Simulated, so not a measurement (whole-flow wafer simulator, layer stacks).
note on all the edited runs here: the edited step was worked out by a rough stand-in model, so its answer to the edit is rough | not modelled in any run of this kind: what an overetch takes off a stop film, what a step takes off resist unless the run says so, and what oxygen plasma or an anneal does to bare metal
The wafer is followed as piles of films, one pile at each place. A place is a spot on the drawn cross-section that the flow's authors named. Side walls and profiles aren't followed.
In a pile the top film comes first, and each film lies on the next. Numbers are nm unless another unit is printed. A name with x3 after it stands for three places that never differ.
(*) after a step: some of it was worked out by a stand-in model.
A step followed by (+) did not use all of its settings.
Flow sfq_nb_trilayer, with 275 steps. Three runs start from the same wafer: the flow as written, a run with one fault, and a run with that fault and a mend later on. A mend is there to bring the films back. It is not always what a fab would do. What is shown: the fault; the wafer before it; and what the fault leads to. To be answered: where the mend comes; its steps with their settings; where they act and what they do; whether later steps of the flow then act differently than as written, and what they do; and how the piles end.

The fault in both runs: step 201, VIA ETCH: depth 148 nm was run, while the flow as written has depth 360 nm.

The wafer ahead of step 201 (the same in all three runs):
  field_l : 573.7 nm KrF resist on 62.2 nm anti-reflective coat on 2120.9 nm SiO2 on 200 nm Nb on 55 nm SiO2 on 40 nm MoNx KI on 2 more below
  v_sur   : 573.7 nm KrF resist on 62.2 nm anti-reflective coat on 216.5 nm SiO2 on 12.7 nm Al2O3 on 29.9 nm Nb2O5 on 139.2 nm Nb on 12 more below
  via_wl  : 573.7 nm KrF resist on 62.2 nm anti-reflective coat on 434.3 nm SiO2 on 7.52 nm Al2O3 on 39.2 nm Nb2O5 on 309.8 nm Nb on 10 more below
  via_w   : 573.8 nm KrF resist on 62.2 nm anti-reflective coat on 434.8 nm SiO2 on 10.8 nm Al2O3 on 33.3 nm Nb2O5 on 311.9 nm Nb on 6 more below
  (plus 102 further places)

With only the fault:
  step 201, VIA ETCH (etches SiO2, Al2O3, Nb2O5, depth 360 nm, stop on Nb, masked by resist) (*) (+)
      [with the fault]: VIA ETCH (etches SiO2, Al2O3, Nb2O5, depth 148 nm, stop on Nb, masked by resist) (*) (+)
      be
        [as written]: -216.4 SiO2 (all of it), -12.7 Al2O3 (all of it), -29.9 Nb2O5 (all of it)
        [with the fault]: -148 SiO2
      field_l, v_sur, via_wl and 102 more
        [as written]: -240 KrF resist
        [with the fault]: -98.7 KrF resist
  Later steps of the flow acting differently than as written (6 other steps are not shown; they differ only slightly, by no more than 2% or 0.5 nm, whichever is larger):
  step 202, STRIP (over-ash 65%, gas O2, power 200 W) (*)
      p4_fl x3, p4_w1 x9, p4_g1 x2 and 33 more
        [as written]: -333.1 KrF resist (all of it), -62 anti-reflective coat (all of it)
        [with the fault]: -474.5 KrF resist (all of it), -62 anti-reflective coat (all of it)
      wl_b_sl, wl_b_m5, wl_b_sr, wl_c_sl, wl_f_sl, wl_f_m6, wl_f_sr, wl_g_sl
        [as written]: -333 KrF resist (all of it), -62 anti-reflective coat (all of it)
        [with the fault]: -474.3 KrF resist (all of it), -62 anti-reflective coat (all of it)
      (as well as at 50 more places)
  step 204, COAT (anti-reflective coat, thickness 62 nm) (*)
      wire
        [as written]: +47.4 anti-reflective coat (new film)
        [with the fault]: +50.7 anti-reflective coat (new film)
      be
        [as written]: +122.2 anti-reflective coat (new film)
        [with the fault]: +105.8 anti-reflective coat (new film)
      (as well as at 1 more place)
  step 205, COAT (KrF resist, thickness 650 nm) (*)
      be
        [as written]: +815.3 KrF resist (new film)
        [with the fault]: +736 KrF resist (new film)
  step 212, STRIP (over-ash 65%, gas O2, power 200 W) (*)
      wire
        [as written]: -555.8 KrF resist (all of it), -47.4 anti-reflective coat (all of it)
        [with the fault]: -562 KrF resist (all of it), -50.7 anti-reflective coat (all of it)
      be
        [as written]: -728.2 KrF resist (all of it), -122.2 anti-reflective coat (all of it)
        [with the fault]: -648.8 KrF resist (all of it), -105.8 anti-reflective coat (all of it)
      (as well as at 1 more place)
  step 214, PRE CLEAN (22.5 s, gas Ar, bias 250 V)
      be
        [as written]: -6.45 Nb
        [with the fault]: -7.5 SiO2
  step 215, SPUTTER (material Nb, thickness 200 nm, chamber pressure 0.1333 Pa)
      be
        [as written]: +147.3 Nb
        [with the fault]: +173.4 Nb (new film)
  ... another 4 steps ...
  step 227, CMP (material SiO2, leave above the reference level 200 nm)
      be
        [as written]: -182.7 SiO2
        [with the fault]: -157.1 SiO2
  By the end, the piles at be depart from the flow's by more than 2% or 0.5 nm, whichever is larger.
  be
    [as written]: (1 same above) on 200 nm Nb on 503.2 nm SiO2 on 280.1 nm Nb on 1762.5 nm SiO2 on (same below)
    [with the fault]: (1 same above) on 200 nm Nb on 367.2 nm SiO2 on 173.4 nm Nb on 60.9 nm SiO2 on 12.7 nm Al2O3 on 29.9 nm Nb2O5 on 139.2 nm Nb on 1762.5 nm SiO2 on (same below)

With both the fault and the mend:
  The mend stands after step 201.
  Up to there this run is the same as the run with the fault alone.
  step 201a, VIA ETCH (etches SiO2, Al2O3, Nb2O5, depth 212 nm, stop on Nb, masked by resist) (*) (+) (a further turn of the flow's step 201, with different settings)
      field_l, v_sur, via_wl and 102 more
        -141.3 KrF resist
      be
        -68.4 SiO2 (all of it), -12.7 Al2O3 (all of it), -29.9 Nb2O5 (all of it)
  None of the later steps of the flow acts differently than as written at any place that is followed.
  By the end, the piles equal the flow's at every place that both follow.
